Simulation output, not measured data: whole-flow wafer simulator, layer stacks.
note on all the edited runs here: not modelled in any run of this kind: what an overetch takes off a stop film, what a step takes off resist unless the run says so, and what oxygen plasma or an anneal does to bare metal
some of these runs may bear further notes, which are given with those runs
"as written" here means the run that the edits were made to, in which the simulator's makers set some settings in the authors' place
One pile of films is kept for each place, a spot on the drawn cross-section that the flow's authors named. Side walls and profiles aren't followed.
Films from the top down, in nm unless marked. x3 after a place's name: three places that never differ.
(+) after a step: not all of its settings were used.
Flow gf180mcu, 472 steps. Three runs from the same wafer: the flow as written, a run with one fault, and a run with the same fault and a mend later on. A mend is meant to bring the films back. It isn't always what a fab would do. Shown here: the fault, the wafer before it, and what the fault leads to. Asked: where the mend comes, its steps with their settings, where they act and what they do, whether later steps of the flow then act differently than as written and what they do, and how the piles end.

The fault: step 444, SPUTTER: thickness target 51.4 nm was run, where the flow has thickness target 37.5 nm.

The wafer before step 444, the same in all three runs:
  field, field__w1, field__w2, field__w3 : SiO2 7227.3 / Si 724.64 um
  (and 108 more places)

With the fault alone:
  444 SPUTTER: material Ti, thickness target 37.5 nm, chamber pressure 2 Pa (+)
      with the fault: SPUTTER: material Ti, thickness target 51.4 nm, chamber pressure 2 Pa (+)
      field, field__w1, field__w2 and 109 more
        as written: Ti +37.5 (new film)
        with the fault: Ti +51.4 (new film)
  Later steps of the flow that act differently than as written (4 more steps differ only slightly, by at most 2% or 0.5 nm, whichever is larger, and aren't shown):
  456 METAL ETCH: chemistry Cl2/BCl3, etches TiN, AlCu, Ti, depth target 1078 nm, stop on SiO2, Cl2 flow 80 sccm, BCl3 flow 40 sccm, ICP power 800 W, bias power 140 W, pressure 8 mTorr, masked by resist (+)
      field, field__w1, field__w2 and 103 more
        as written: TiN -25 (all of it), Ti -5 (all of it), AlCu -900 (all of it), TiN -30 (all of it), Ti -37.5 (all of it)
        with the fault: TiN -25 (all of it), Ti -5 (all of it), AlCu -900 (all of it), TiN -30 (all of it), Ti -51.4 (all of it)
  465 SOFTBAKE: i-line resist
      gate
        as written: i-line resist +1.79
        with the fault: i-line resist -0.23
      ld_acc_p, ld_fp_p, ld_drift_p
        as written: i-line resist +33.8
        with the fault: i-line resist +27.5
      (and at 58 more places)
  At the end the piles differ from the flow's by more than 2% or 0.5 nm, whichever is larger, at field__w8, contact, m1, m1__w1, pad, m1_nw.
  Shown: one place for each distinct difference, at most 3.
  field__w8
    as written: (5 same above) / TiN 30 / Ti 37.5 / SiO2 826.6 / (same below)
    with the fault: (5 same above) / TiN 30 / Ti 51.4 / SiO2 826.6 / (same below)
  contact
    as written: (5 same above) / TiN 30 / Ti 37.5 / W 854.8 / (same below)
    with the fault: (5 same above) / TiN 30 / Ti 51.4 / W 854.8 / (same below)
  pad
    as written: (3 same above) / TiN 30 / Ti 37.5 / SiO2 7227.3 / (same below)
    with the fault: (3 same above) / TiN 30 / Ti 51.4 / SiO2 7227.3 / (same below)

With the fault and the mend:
  The mend comes after step 444.
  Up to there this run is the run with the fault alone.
  444a METAL ETCH: chemistry Cl2/BCl3, etches TiN, AlCu, Ti, depth target 13.9 nm, Cl2 flow 80 sccm, BCl3 flow 40 sccm, ICP power 800 W, bias power 140 W, pressure 8 mTorr (the flow's step 260 once more, with other settings)
      field, field__w1, field__w2 and 109 more
        Ti -13.9
  No later step of the flow acts differently than as written at any place that is followed.
  At the end the piles are the same as the flow's at every place that both follow.
